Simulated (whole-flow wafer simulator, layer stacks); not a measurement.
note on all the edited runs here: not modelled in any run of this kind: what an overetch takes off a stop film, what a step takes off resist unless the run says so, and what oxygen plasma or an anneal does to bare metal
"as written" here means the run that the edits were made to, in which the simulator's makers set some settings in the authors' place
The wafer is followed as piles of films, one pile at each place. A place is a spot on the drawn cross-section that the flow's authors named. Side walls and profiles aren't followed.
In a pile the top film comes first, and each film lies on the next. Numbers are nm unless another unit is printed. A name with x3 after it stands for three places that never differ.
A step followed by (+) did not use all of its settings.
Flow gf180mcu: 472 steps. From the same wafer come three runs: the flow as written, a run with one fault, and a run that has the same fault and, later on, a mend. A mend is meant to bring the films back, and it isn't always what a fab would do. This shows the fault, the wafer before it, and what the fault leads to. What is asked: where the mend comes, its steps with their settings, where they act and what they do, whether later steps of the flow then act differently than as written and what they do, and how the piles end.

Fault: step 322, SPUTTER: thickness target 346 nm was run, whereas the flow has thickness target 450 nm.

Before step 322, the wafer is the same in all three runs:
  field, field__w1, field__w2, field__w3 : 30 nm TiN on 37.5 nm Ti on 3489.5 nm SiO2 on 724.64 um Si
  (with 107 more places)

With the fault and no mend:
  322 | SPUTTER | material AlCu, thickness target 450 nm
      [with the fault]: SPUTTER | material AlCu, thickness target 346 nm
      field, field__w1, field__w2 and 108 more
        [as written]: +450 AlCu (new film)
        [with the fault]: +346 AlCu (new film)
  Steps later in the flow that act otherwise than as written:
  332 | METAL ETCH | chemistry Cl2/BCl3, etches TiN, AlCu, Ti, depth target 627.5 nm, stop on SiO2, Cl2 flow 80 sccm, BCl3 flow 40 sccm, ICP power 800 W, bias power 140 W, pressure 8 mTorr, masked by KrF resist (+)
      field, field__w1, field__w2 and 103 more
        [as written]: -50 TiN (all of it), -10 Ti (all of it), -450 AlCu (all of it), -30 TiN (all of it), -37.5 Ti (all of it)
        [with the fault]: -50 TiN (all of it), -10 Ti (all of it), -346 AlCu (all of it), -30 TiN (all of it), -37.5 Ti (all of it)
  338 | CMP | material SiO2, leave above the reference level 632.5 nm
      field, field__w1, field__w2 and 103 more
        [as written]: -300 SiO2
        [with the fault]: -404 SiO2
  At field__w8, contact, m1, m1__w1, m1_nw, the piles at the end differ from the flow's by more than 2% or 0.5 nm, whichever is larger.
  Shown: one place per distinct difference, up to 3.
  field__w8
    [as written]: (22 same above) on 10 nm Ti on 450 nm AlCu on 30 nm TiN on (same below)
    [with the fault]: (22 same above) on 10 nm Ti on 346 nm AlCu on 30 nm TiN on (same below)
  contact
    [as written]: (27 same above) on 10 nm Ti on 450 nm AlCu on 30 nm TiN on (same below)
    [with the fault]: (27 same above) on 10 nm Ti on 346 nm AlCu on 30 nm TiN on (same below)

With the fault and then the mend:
  The mend follows step 322.
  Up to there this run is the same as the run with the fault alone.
  322a | SPUTTER | material AlCu, thickness target 104 nm (a further turn of the flow's step 322, with different settings)
      field, field__w1, field__w2 and 108 more
        +104 AlCu
  Later steps of the flow that are run all act as written at every place that is followed.
  By the end, the piles equal the flow's at every place that both follow.
